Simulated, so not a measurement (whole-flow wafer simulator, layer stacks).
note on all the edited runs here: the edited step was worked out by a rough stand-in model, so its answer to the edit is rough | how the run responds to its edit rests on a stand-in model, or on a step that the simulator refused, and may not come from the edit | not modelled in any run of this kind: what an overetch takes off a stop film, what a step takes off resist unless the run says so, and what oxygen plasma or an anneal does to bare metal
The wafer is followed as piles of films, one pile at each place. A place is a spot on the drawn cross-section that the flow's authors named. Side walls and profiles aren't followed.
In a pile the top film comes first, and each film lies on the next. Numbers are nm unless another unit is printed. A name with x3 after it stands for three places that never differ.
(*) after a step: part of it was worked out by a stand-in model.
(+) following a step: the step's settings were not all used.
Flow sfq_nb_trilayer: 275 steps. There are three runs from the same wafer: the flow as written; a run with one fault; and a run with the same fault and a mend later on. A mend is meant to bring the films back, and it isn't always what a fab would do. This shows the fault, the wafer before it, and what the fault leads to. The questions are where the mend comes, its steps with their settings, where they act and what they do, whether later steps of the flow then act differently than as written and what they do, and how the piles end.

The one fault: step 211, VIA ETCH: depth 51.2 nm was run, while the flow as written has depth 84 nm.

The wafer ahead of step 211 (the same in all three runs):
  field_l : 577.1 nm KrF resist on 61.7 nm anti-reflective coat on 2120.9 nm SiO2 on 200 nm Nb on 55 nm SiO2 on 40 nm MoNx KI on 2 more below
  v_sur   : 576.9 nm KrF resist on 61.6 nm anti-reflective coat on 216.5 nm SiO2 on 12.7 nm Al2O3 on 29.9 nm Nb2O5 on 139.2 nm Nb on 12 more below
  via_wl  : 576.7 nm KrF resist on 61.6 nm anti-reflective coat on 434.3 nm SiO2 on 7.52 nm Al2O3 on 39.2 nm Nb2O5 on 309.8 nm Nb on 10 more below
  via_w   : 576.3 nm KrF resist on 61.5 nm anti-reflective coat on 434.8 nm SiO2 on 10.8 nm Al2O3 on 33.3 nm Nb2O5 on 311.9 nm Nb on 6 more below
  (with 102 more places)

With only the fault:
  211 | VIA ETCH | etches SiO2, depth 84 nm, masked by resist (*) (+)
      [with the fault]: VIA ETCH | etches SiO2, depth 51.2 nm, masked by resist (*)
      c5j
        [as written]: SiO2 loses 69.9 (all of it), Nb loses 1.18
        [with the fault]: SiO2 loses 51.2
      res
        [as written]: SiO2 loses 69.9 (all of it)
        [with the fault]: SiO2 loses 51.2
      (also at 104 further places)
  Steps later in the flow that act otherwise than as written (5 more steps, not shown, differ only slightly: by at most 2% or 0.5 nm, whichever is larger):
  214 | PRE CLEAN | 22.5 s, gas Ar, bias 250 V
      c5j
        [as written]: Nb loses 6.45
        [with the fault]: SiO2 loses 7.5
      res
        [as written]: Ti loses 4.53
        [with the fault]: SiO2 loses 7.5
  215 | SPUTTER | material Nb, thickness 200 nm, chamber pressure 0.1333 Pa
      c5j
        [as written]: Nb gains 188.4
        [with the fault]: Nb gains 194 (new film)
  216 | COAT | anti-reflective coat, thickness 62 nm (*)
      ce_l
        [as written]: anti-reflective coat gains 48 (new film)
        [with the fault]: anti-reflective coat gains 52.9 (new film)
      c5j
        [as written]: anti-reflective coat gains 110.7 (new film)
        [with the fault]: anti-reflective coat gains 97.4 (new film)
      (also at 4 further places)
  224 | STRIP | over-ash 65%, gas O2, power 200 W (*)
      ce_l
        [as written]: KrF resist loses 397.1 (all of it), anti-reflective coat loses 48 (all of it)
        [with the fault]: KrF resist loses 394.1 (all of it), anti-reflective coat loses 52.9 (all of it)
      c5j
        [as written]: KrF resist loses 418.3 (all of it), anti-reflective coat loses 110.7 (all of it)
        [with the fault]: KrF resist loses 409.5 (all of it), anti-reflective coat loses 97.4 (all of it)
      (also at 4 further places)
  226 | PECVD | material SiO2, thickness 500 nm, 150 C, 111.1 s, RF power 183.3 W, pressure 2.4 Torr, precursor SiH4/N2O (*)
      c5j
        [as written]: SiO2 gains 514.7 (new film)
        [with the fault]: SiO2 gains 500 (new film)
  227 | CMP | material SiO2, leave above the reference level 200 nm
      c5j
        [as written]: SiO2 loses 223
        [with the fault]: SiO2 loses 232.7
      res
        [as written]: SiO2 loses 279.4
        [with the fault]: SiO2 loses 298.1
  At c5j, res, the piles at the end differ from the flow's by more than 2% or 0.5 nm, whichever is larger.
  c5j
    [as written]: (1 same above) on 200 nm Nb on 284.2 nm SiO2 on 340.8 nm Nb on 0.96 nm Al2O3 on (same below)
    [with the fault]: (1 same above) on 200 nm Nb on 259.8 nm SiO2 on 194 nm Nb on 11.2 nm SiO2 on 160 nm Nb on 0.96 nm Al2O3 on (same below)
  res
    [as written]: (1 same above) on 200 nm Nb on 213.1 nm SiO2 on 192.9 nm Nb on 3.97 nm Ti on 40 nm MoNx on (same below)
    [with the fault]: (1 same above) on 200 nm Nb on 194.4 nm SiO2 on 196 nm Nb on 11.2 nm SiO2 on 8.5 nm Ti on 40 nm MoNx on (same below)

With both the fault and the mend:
  The mend stands after step 212.
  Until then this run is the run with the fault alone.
  212a | COAT | anti-reflective coat, thickness 62 nm (*) (a further turn of the flow's step 204)
      field_r, ln_m5, p4_fl x3 and 61 more
        anti-reflective coat gains 62 (new film)
      lsp_m, ln_m6, lsp_r and 6 more
        anti-reflective coat gains 61.9 (new film)
      v_sur, via_wl
        anti-reflective coat gains 61.5 (new film)
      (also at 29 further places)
  212b | COAT | KrF resist, thickness 650 nm (*) (a further turn of the flow's step 205)
      l0v, p4_fl x3, p4_w1 x9 and 35 more
        KrF resist gains 650 (new film)
      wl_b_m5, wl_b_sr, wl_c_sl and 12 more
        KrF resist gains 649.9 (new film)
      lsp_r, wl_j_sl, wl_j_sr
        KrF resist gains 650.2 (new film)
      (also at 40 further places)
  212c | SOFTBAKE | KrF resist (a further turn of the flow's step 206)
      leaves every film unchanged at each place that is followed
  212d | EXPOSE | photomask C5, dose 11.94 mJ/cm2, NA 0.6, wavelength 248 nm (*) (a further turn of the flow's step 207)
      leaves every film unchanged at each place that is followed
  212e | PEB | KrF resist, 90 s (a further turn of the flow's step 208)
      field_l, sp_r, moat and 79 more
        KrF resist loses 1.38
      v_sur, via_wl, via_w, via_wr, via_sp, be_sur, jj_sur, res
        KrF resist loses 1.37
      r5r_line_l, r5r_line_c, r5r_line_r
        KrF resist loses 1.34
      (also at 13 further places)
  212f | DEVELOP | KrF resist, thickness 650 nm, 60 s (a further turn of the flow's step 209)
      field_l, v_sur, via_wl and 101 more
        KrF resist loses 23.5
      c5j
        KrF resist loses 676 (all of it)
      res
        KrF resist loses 644.1 (all of it)
  212g | VIA ETCH | etches anti-reflective coat, depth 125 nm, masked by resist (*) (+) (a further turn of the flow's step 210)
      field_l, v_sur, via_wl and 101 more
        KrF resist loses 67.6
      c5j
        anti-reflective coat loses 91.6 (all of it), SiO2 loses 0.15
      res
        anti-reflective coat loses 81.1 (all of it), SiO2 loses 0.2
  212h | VIA ETCH | etches SiO2, depth 32.8 nm, masked by resist (*) (+) (a further turn of the flow's step 211, with different settings)
      field_l, v_sur, via_wl and 101 more
        KrF resist loses 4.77
      c5j
        SiO2 loses 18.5 (all of it), Nb loses 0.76
      res
        SiO2 loses 18.5 (all of it)
  212i | STRIP | over-ash 65%, gas O2, power 200 W (*) (a further turn of the flow's step 212)
      p4_fl x3, p4_w1 x9, p4_g1 x2 and 33 more
        KrF resist loses 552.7 (all of it), anti-reflective coat loses 62 (all of it)
      wl_b_sl, wl_b_m5, wl_b_sr and 14 more
        KrF resist loses 552.6 (all of it), anti-reflective coat loses 62 (all of it)
      wl_j_sl, wl_j_sr
        KrF resist loses 552.9 (all of it), anti-reflective coat loses 60.2 (all of it)
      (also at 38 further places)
  Every later step of the flow that is run acts as written, at every place that is followed, to within 2% or 0.5 nm, whichever is larger.
  When the end is reached, the piles differ only a little from the flow's at the places that both follow, at most by 2% or 0.5 nm, whichever is larger.
